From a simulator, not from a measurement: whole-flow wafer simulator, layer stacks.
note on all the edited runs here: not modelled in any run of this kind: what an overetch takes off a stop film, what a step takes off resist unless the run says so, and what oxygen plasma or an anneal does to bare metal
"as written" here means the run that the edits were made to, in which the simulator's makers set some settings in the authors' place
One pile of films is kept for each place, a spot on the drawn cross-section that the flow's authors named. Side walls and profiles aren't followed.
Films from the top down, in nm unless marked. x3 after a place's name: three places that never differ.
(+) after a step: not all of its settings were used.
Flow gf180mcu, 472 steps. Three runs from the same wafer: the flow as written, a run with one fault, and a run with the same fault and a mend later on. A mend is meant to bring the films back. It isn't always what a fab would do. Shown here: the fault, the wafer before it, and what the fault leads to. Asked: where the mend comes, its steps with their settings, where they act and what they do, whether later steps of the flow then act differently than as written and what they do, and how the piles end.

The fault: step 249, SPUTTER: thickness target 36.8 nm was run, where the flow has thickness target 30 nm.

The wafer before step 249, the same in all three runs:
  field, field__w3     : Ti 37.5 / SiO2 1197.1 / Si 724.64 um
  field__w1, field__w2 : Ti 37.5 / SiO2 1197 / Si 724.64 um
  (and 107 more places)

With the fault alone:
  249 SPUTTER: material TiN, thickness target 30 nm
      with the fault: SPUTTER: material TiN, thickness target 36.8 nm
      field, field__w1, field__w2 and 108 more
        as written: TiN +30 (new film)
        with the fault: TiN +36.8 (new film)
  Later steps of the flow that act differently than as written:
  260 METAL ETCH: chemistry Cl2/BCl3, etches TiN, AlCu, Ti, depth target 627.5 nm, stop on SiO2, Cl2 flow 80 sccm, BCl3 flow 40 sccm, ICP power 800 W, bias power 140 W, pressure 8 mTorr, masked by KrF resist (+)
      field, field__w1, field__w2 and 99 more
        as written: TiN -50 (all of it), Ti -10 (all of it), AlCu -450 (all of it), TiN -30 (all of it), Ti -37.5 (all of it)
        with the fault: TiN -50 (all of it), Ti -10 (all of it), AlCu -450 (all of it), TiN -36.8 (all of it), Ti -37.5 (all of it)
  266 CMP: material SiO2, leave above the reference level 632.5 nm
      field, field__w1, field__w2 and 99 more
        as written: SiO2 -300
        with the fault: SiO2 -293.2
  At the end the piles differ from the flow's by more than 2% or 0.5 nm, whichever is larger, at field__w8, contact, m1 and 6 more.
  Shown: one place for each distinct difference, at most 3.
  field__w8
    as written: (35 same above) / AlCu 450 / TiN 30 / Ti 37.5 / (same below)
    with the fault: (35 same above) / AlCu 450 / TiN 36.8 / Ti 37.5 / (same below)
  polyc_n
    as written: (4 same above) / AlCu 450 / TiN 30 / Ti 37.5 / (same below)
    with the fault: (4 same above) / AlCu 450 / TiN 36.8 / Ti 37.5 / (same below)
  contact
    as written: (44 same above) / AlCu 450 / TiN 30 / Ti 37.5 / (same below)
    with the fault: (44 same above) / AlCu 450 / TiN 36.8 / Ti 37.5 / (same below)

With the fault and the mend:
  The mend comes after step 249.
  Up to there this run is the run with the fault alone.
  249a METAL ETCH: chemistry Cl2/BCl3, etches TiN, AlCu, Ti, depth target 6.8 nm, Cl2 flow 80 sccm, BCl3 flow 40 sccm, ICP power 800 W, bias power 140 W, pressure 8 mTorr
      field, field__w1, field__w2 and 108 more
        TiN -6.8
  No later step of the flow acts differently than as written at any place that is followed.
  At the end the piles are the same as the flow's at every place that both follow.
